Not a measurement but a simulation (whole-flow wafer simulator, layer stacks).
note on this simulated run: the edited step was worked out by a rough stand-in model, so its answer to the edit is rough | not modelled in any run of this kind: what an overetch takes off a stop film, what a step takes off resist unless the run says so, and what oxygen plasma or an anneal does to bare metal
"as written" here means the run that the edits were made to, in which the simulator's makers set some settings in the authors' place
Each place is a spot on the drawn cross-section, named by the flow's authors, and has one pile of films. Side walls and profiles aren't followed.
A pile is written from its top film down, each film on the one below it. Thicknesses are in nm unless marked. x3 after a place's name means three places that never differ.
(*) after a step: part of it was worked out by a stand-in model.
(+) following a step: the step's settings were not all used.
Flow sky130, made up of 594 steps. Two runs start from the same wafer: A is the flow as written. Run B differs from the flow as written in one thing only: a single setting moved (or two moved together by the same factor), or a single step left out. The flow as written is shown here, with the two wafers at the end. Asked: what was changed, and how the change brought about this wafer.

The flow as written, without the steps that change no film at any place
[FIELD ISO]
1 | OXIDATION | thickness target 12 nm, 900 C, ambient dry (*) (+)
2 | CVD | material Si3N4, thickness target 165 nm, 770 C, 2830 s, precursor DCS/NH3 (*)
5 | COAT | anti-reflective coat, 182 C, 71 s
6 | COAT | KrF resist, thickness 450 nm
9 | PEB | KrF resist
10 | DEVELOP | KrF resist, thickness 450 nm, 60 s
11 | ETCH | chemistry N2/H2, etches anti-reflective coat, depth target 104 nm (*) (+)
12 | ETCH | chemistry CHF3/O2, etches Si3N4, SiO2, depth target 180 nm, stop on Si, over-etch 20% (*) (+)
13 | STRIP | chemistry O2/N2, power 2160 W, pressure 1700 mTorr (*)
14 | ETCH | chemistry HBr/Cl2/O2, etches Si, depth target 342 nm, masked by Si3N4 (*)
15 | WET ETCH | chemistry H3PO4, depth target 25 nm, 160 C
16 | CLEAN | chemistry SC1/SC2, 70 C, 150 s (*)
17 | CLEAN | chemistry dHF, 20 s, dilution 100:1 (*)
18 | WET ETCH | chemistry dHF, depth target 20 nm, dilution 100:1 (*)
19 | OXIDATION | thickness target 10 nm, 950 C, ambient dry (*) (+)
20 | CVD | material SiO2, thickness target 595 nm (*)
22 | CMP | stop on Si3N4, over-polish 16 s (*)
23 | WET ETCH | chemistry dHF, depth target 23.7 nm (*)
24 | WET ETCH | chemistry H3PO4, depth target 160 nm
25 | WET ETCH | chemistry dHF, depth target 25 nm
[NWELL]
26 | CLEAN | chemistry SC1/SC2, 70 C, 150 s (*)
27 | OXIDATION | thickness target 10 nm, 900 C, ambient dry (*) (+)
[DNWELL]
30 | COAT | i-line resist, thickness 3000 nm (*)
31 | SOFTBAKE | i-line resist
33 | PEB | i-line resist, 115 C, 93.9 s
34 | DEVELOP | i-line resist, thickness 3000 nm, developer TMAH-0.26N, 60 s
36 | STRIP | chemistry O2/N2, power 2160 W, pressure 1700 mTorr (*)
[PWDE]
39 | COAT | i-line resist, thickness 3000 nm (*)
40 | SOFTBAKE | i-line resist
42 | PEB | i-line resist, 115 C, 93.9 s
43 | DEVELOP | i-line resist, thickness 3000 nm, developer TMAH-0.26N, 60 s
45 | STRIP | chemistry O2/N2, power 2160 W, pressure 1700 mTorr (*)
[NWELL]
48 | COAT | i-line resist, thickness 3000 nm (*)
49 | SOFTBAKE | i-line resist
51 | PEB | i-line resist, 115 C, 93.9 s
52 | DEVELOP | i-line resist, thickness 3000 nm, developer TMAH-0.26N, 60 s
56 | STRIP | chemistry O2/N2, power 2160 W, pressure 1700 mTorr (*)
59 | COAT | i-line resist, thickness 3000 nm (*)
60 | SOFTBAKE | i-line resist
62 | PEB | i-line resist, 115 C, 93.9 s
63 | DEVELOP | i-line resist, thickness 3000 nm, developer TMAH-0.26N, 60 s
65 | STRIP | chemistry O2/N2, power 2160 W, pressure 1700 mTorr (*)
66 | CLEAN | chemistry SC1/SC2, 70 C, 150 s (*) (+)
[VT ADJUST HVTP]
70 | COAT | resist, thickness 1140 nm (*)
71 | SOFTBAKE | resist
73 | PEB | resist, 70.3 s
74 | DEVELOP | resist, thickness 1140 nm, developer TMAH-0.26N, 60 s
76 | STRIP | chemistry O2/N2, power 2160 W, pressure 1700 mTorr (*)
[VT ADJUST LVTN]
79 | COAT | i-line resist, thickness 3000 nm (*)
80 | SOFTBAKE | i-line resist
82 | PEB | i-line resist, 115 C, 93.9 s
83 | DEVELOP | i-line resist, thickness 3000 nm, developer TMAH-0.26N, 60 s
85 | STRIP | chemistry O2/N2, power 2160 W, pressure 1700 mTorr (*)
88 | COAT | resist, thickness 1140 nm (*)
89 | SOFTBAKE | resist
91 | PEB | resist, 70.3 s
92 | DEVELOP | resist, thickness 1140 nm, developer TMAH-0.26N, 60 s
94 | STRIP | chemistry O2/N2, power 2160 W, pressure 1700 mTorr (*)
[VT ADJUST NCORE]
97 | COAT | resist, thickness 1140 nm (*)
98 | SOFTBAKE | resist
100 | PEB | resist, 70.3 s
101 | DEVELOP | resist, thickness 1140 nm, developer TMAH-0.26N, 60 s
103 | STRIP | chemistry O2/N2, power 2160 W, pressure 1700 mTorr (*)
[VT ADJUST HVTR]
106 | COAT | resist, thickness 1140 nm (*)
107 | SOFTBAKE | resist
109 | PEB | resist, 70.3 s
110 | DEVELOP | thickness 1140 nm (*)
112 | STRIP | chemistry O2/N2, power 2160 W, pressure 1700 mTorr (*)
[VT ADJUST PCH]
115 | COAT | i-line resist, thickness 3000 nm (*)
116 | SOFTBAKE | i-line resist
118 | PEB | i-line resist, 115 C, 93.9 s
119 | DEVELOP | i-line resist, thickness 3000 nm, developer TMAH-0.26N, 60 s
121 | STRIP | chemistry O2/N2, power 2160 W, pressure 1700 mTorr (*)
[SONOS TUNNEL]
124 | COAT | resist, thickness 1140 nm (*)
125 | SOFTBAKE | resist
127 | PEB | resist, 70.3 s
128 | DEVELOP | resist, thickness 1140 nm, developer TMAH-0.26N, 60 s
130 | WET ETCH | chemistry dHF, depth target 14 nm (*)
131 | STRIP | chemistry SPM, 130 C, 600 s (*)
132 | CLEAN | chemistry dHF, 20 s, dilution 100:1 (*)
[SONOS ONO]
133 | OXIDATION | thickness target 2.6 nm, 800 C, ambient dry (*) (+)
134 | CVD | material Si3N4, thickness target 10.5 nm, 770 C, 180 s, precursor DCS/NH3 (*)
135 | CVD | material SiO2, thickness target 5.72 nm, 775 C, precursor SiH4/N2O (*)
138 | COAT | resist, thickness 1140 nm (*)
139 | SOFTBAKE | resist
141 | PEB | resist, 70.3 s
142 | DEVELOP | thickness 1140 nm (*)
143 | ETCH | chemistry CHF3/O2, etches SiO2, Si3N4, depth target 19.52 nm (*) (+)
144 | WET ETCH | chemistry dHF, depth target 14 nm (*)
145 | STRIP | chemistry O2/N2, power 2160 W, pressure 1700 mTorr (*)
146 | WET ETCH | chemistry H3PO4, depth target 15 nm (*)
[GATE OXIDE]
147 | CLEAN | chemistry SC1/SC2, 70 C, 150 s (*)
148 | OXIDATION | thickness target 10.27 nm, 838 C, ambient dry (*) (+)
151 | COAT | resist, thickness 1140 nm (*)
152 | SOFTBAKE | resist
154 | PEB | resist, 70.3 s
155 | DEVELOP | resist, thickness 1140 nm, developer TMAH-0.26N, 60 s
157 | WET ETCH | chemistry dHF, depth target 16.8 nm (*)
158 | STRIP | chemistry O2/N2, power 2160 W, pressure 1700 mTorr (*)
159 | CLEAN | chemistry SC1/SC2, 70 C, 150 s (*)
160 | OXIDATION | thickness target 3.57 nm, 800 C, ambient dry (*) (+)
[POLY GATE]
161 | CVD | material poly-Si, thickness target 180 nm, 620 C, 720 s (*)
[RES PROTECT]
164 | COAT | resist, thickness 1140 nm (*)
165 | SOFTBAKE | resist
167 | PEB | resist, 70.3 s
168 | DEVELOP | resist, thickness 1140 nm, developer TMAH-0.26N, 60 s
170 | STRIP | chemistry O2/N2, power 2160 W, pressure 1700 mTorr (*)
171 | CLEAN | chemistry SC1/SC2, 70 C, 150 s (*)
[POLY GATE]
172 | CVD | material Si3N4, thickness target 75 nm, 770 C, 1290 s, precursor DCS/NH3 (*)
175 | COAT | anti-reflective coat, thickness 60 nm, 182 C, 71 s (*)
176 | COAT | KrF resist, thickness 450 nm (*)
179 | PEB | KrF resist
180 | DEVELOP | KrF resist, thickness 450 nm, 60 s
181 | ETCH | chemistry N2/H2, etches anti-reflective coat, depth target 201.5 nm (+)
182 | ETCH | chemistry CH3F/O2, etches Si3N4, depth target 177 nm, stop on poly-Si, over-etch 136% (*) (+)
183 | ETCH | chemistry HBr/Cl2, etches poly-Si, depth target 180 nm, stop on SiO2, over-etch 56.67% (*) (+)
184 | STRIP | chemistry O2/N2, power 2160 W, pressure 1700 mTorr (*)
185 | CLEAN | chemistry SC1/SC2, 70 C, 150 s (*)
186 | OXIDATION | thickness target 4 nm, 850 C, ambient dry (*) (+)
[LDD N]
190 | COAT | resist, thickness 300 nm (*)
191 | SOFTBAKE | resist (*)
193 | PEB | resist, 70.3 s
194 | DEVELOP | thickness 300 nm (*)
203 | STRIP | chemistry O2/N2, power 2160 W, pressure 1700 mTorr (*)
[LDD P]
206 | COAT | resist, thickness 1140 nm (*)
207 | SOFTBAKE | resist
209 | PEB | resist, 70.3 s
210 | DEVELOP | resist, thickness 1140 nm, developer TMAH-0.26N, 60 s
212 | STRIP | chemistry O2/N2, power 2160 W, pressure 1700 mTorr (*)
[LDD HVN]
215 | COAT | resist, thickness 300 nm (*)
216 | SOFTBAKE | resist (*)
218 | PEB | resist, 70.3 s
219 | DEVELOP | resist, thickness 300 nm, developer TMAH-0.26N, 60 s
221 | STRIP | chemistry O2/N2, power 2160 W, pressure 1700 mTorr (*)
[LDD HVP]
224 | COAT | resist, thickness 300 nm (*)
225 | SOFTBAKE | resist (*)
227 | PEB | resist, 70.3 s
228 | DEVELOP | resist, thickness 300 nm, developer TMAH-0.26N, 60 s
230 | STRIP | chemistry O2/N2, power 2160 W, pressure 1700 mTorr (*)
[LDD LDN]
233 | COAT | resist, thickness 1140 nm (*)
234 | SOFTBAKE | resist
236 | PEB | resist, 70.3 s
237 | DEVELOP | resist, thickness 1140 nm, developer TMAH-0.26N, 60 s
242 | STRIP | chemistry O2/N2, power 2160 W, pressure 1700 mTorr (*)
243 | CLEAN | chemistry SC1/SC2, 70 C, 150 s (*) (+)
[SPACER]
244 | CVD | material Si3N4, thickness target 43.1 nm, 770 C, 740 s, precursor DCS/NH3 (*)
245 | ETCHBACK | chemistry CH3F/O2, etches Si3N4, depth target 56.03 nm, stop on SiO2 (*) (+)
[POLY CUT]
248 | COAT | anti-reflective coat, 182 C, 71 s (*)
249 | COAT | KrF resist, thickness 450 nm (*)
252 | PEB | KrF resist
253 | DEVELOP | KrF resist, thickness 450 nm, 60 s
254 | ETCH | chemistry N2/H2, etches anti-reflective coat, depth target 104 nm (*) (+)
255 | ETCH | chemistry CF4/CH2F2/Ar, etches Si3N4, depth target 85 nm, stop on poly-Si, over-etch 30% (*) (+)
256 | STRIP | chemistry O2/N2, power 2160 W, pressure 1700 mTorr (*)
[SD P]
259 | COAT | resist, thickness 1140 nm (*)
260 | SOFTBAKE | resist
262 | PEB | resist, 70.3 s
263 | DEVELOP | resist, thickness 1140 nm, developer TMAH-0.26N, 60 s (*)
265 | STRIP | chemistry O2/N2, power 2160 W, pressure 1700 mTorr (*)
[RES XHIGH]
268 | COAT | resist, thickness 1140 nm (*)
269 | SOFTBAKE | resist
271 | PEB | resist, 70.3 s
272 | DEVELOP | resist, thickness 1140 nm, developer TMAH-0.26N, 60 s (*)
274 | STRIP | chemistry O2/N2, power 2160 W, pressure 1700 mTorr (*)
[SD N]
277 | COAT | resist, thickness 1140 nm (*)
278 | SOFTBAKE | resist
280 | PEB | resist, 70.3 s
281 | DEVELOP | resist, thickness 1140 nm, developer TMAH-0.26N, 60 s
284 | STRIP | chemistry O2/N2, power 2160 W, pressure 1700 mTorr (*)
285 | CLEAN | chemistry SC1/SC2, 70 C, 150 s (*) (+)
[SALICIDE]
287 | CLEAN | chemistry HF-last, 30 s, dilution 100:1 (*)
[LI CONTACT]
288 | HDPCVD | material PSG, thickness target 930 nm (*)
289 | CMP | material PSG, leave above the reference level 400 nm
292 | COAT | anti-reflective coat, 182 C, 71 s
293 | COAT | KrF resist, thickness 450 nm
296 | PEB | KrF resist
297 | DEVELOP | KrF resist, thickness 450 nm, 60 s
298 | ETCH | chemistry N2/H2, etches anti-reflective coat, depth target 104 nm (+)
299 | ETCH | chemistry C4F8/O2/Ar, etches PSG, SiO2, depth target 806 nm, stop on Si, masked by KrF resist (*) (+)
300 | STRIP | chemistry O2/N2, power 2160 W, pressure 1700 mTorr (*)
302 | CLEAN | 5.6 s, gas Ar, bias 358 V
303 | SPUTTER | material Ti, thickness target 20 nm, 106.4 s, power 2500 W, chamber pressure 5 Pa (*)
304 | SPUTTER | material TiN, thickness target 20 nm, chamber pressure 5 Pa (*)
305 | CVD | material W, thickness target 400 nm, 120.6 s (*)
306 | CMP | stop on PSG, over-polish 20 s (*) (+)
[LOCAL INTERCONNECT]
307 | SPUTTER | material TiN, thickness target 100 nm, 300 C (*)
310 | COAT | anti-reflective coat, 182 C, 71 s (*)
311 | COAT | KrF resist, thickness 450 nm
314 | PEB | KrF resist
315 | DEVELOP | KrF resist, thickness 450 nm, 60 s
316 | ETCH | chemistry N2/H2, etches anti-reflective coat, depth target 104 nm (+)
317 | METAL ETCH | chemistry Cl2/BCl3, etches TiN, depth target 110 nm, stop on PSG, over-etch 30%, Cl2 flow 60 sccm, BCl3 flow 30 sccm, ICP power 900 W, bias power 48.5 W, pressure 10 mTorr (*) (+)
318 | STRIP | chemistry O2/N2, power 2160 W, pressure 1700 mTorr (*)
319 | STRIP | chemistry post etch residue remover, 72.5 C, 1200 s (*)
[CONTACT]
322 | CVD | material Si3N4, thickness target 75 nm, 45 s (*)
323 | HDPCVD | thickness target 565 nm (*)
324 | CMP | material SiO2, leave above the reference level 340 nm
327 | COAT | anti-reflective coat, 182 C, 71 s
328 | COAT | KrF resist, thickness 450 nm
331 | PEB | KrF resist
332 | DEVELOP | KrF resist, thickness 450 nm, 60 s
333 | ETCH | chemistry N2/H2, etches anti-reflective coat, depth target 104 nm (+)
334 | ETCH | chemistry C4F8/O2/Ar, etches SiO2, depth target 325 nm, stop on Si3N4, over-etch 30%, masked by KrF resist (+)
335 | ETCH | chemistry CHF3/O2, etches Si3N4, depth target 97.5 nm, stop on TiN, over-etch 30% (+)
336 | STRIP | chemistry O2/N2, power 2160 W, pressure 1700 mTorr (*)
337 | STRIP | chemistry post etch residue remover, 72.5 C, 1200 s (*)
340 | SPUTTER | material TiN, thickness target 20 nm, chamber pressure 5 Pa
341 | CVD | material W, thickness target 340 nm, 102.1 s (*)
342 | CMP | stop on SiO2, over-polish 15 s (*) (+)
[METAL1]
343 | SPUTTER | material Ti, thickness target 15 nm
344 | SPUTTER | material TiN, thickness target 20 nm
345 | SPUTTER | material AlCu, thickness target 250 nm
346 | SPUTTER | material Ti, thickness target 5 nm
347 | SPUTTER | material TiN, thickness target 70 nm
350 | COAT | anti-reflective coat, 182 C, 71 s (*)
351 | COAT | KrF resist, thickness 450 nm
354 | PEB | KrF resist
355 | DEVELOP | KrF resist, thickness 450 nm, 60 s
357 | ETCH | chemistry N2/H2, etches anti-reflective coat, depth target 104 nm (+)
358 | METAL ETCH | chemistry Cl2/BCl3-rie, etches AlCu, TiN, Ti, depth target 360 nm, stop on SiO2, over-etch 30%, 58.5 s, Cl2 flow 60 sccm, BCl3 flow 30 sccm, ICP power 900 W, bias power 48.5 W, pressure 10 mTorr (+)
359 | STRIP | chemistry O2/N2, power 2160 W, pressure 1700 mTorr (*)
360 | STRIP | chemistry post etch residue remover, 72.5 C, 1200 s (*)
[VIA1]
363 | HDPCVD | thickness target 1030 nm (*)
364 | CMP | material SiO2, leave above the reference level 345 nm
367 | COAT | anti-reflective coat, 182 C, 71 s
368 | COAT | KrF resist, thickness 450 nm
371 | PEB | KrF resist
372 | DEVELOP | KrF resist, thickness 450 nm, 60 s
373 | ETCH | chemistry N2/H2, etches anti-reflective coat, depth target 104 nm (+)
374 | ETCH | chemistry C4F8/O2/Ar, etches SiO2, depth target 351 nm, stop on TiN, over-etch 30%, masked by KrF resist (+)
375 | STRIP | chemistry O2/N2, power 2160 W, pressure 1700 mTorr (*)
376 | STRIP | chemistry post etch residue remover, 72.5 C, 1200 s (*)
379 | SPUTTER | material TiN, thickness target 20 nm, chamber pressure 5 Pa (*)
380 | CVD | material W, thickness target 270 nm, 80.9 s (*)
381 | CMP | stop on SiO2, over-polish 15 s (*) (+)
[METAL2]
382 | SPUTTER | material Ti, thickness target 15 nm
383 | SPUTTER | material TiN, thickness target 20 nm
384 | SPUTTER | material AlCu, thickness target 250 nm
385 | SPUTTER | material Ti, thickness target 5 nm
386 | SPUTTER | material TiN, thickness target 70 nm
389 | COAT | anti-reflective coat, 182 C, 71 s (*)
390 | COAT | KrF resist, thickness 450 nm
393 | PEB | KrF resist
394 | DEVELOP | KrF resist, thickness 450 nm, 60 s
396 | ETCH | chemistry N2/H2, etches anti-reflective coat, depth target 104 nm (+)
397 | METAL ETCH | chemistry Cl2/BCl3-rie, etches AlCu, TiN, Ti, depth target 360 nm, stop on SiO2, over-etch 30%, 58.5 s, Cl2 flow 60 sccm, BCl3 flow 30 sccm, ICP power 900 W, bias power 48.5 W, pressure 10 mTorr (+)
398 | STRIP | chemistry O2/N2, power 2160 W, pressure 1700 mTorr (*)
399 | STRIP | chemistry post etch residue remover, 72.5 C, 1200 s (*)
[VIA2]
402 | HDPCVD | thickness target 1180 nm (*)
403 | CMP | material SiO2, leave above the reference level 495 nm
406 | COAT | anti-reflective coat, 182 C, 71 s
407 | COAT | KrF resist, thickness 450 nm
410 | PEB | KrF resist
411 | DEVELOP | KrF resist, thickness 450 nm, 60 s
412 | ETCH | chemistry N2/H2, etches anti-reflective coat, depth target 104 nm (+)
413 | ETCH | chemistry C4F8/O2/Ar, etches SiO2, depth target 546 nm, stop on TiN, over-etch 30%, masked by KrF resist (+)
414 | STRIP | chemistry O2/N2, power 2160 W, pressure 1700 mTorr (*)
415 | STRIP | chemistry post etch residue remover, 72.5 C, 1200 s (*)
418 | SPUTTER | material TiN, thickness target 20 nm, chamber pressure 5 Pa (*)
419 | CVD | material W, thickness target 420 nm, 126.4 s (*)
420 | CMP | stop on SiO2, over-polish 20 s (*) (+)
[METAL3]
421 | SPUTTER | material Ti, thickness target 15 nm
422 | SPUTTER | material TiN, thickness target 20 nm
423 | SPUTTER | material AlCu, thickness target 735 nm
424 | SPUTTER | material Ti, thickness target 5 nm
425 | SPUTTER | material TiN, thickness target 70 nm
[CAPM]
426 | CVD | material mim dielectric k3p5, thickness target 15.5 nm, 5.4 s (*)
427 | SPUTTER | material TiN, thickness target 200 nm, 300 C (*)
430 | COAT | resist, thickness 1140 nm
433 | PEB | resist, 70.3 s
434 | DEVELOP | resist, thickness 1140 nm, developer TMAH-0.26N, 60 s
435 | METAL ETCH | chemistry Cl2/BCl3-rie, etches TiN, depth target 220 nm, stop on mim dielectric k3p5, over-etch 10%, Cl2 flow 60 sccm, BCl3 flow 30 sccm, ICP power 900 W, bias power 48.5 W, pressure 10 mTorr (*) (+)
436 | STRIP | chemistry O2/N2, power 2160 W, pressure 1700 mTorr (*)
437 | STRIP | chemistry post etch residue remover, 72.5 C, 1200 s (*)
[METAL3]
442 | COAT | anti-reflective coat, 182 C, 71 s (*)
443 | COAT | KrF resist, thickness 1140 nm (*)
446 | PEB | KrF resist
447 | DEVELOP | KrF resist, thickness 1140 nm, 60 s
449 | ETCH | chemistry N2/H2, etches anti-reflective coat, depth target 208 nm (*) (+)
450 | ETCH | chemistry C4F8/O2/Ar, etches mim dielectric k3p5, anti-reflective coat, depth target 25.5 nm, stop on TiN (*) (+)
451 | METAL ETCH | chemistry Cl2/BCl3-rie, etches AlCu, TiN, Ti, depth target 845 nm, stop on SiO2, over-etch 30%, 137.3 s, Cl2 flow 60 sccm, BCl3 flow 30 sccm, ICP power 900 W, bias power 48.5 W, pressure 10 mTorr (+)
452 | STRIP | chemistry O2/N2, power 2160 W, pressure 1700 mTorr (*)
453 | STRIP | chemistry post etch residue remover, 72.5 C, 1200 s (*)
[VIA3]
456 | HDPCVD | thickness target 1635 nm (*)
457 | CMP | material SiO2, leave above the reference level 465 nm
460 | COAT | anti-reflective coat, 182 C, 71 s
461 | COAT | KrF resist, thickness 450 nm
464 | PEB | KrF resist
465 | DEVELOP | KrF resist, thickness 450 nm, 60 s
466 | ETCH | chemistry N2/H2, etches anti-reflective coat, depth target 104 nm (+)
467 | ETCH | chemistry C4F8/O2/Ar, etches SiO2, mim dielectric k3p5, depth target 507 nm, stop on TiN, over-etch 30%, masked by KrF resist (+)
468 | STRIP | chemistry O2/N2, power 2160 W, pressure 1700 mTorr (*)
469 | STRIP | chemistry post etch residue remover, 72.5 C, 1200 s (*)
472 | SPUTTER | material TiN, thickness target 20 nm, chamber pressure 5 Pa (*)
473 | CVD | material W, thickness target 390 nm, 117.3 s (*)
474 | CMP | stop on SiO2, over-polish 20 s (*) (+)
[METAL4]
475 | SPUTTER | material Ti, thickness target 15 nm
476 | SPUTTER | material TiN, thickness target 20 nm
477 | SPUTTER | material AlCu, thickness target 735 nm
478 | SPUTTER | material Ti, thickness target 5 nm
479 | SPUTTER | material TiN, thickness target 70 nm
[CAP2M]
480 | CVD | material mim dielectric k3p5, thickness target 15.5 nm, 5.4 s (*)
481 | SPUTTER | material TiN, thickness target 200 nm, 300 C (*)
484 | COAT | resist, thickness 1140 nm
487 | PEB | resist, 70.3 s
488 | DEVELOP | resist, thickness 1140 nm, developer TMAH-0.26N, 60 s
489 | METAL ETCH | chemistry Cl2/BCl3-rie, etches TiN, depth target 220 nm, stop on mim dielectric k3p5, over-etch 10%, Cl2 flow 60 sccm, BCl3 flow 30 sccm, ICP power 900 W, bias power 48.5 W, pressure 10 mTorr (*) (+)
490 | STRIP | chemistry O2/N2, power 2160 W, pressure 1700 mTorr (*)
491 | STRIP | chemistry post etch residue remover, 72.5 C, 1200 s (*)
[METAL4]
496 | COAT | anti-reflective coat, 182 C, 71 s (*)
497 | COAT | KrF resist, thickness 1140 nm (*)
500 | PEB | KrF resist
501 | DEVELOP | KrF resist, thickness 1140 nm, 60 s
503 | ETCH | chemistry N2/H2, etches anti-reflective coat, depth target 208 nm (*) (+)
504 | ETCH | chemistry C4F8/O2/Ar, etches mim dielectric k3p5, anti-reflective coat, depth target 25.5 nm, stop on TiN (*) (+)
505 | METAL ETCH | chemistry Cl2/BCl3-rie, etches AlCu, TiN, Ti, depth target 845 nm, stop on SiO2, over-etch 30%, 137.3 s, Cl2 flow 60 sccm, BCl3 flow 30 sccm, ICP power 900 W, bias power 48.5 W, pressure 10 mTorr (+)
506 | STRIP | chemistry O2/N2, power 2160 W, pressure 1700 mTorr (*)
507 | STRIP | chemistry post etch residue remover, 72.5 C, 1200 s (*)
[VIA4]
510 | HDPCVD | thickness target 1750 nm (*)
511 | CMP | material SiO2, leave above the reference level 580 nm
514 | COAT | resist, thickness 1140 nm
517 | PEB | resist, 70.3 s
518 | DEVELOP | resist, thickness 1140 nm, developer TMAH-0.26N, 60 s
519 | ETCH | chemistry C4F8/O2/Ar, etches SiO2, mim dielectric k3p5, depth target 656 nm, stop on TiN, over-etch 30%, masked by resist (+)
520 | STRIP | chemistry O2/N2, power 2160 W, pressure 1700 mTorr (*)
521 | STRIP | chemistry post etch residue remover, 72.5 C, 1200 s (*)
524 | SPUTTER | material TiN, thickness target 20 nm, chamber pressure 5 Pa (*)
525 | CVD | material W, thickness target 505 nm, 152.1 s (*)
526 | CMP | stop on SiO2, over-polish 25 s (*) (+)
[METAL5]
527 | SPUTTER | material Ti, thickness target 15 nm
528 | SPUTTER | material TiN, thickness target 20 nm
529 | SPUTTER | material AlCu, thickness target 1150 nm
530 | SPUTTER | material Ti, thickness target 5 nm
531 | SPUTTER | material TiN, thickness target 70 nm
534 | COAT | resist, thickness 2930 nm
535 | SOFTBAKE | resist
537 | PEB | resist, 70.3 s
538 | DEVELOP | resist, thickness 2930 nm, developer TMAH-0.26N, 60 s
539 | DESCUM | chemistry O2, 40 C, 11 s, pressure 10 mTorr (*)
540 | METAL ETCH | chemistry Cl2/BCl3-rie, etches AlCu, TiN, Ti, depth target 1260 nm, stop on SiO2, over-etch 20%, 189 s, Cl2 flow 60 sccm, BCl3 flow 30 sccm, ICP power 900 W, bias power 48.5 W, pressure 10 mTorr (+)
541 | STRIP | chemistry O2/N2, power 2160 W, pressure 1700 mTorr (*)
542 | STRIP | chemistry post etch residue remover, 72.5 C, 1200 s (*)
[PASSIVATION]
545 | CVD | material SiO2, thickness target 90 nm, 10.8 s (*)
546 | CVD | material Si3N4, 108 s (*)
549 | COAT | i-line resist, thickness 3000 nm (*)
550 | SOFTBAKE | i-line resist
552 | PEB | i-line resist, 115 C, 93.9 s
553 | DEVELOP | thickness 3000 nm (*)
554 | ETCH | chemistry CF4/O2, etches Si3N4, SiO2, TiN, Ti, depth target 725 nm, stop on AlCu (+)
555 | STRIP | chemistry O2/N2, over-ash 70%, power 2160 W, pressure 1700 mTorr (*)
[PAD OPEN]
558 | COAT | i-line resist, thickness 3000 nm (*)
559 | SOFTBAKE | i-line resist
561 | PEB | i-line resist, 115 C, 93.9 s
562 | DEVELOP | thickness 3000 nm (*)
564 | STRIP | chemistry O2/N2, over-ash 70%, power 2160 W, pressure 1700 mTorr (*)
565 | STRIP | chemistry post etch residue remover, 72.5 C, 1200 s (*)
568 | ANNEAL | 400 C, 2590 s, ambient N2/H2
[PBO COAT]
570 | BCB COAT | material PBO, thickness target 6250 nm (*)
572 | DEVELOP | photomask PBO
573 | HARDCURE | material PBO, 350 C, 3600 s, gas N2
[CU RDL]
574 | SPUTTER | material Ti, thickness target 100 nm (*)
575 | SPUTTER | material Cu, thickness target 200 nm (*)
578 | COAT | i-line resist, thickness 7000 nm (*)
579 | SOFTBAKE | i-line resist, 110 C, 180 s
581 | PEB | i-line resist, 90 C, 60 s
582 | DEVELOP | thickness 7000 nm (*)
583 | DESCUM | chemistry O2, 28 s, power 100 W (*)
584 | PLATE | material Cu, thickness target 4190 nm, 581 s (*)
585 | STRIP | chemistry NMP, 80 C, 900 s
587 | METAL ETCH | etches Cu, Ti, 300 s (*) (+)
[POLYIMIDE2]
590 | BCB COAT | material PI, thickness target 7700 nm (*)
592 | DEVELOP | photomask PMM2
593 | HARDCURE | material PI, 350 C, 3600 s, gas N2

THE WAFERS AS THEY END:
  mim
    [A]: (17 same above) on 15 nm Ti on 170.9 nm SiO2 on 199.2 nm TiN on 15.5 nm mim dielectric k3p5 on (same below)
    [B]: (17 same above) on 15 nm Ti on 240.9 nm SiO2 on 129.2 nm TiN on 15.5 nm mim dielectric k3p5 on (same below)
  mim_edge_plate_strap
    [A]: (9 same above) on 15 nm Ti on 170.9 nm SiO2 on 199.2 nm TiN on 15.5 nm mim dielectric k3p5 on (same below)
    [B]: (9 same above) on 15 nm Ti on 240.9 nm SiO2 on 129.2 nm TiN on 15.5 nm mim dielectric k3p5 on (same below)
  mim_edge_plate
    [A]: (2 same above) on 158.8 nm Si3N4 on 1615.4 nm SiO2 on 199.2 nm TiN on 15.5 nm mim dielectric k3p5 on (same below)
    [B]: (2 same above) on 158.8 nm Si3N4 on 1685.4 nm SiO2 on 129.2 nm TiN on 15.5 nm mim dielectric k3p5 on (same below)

The reason: step 427, SPUTTER: thickness target 130 nm was run, whereas the flow has thickness target 200 nm.

The path from the change to this, step by step:
  427 | SPUTTER | material TiN, thickness target 200 nm, 300 C (*)
      field, active, n_well and 188 more: A +200 TiN (new film) | B +130 TiN (new film)
  435 | METAL ETCH | chemistry Cl2/BCl3-rie, etches TiN, depth target 220 nm, stop on mim dielectric k3p5, over-etch 10%, Cl2 flow 60 sccm, BCl3 flow 30 sccm, ICP power 900 W, bias power 48.5 W, pressure 10 mTorr (*) (+)
      field, active, n_well and 185 more: A -200 TiN (all of it) | B -130 TiN (all of it)
      mim, mim_edge_plate_strap, mim_edge_plate: A -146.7 resist | B -95.3 resist
  436 | STRIP | chemistry O2/N2, power 2160 W, pressure 1700 mTorr (*)
      mim, mim_edge_plate_strap, mim_edge_plate: A -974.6 resist (all of it) | B -1025.9 resist (all of it)
  442 | COAT | anti-reflective coat, 182 C, 71 s (*)
      poly_licon, rpo_hd_licon: A +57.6 anti-reflective coat (new film) | B +76.2 anti-reflective coat (new film)
      mim: A +40.4 anti-reflective coat (new film) | B +29.6 anti-reflective coat (new film)
      (and at 6 other places as well)
  443 | COAT | KrF resist, thickness 1140 nm (*)
      mim_edge_plate_strap, mim_edge_plate: A +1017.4 KrF resist (new film) | B +1087.4 KrF resist (new film)
      mim: A +1025.5 KrF resist (new film) | B +1085.3 KrF resist (new film)
      (and at 1 other place as well)
  449 | ETCH | chemistry N2/H2, etches anti-reflective coat, depth target 208 nm (*) (+)
      poly_licon, rpo_hd_licon: A -57.6 anti-reflective coat (all of it) | B -76.2 anti-reflective coat (all of it)
      rpo_hd: A -62 anti-reflective coat (all of it) | B -73.4 anti-reflective coat (all of it)
      (and at 2 other places as well)
  452 | STRIP | chemistry O2/N2, power 2160 W, pressure 1700 mTorr (*)
      mim_edge_plate_strap, mim_edge_plate: A -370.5 KrF resist (all of it), -3 anti-reflective coat (all of it) | B -440.4 KrF resist (all of it), -3 anti-reflective coat (all of it)
      mim: A -378.7 KrF resist (all of it), -40.4 anti-reflective coat (all of it) | B -438.3 KrF resist (all of it), -29.6 anti-reflective coat (all of it)
      (and at 3 other places as well)
  457 | CMP | material SiO2, leave above the reference level 465 nm
      mim, mim_edge_plate_strap, mim_edge_plate: A -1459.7 SiO2 | B -1389.7 SiO2
